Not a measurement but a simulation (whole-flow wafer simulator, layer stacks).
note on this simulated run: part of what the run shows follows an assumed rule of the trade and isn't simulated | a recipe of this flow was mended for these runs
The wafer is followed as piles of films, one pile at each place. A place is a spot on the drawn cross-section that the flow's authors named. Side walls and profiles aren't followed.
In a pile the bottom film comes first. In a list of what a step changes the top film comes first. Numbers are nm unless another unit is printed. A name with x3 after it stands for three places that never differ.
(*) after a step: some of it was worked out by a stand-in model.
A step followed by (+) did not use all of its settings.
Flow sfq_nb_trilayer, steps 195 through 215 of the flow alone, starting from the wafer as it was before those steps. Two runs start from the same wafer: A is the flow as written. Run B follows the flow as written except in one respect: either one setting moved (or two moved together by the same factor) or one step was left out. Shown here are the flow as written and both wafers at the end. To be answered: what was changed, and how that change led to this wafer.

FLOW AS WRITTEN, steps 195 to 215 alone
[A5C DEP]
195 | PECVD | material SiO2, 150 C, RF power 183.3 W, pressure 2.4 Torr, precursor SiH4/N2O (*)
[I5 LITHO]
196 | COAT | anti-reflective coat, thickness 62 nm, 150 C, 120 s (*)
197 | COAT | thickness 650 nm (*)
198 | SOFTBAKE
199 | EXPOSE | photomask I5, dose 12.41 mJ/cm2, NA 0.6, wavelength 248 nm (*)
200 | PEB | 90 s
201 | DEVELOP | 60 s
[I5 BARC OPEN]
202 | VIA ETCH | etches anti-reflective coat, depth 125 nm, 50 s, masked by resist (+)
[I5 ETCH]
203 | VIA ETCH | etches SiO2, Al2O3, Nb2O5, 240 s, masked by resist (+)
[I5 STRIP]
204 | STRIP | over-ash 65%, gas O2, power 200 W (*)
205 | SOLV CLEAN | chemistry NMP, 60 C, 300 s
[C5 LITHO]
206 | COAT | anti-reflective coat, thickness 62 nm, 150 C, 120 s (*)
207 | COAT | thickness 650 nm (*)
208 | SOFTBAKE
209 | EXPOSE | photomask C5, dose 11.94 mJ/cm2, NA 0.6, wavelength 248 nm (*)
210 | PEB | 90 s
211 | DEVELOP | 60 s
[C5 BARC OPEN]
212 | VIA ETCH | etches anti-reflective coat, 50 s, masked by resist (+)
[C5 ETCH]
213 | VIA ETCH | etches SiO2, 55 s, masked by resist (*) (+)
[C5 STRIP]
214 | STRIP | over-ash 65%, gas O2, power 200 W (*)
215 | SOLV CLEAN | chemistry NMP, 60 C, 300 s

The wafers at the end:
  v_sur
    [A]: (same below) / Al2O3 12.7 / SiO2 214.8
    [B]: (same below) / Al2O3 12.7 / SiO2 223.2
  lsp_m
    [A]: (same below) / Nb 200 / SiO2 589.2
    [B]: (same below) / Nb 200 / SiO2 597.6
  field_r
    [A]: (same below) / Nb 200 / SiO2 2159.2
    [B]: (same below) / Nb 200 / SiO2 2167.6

Cause: step 195, PECVD: pressure 1.81 Torr was run, while the flow as written has pressure 2.4 Torr.

How this came from the change, step by step:
  195 | PECVD | material SiO2, 150 C, RF power 183.3 W, pressure 2.4 Torr, precursor SiH4/N2O (*)
      field_l, v_sur, via_wl and 92 more: A +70 SiO2 | B +78.4 SiO2
      ce_l, c5j, ce_r and 8 more: A +70 SiO2 (new film) | B +78.4 SiO2 (new film)
  203 | VIA ETCH | etches SiO2, Al2O3, Nb2O5, 240 s, masked by resist (+)
      be: A -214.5 SiO2 (all of it), -12.7 Al2O3 (all of it), -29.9 Nb2O5 (all of it), -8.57 Nb | B -222.9 SiO2 (all of it), -12.7 Al2O3 (all of it), -29.9 Nb2O5 (all of it), -7.87 Nb
  213 | VIA ETCH | etches SiO2, 55 s, masked by resist (*) (+)
      c5j: A -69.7 SiO2 (all of it), -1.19 Nb | B -78.1 SiO2 (all of it), -0.49 Nb
      res: A -69.7 SiO2 (all of it), -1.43 Ti | B -78.1 SiO2 (all of it), -0.59 Ti
